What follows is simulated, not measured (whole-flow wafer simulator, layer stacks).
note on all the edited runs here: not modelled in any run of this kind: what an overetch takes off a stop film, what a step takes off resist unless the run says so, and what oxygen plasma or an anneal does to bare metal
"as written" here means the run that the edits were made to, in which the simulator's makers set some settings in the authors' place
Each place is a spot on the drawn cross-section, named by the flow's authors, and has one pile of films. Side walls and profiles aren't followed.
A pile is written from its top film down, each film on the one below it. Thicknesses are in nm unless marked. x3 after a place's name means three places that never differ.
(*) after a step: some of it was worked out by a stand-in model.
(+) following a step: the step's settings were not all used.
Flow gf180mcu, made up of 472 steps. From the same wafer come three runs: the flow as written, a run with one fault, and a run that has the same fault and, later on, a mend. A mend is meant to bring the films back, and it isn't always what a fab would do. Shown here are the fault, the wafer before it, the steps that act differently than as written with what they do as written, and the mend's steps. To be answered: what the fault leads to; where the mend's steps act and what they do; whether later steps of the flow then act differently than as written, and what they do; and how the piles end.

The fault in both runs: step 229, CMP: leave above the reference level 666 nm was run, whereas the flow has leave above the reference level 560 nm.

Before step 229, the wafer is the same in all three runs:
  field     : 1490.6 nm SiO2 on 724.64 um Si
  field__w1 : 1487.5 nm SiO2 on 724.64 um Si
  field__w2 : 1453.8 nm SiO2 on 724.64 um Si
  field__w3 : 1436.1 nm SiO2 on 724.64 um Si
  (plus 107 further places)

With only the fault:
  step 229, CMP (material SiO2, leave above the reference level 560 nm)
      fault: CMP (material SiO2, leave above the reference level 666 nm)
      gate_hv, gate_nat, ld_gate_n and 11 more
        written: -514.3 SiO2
        fault: -408.3 SiO2
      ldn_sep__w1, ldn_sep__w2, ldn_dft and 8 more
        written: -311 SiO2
        fault: -205 SiO2
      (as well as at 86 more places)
  Steps later in the flow that act otherwise than as written (not shown: 1 more step that differs only slightly, by at most 2% or 0.5 nm, whichever is larger):
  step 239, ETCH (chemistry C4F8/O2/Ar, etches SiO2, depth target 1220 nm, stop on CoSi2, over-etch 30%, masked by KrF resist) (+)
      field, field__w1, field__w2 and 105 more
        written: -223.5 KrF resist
        fault: -244 KrF resist
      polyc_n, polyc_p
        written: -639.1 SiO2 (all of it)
        fault: -745.1 SiO2 (all of it)
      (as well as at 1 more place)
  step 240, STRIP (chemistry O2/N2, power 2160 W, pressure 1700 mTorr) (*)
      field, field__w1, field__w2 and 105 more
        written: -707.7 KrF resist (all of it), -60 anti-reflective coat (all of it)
        fault: -687.2 KrF resist (all of it), -60 anti-reflective coat (all of it)
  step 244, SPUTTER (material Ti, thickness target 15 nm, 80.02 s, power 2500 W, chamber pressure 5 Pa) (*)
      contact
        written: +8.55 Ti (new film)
        fault: +8.04 Ti (new film)
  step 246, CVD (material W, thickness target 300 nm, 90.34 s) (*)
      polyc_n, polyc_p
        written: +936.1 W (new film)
        fault: +1042.1 W (new film)
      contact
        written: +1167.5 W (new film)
        fault: +1274.3 W (new film)
  The piles end different from the flow's at field__w8, contact, m1 and 6 more by more than 2% or 0.5 nm, whichever is larger.
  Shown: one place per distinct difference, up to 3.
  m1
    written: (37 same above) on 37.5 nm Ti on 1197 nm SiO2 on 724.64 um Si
    fault: (37 same above) on 37.5 nm Ti on 1303 nm SiO2 on 724.64 um Si
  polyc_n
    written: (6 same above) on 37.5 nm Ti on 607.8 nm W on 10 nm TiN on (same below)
    fault: (6 same above) on 37.5 nm Ti on 713.8 nm W on 10 nm TiN on (same below)
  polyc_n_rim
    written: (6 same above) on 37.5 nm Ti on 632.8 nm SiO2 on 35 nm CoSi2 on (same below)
    fault: (6 same above) on 37.5 nm Ti on 738.8 nm SiO2 on 35 nm CoSi2 on (same below)

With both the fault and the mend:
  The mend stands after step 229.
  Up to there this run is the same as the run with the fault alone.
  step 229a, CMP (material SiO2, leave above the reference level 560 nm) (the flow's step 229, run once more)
      field, field__w1, field__w2 and 108 more
        -106 SiO2
  Every later step of the flow that is run acts as written at every place that is followed.
  The piles end the same as the flow's at every place that both follow.
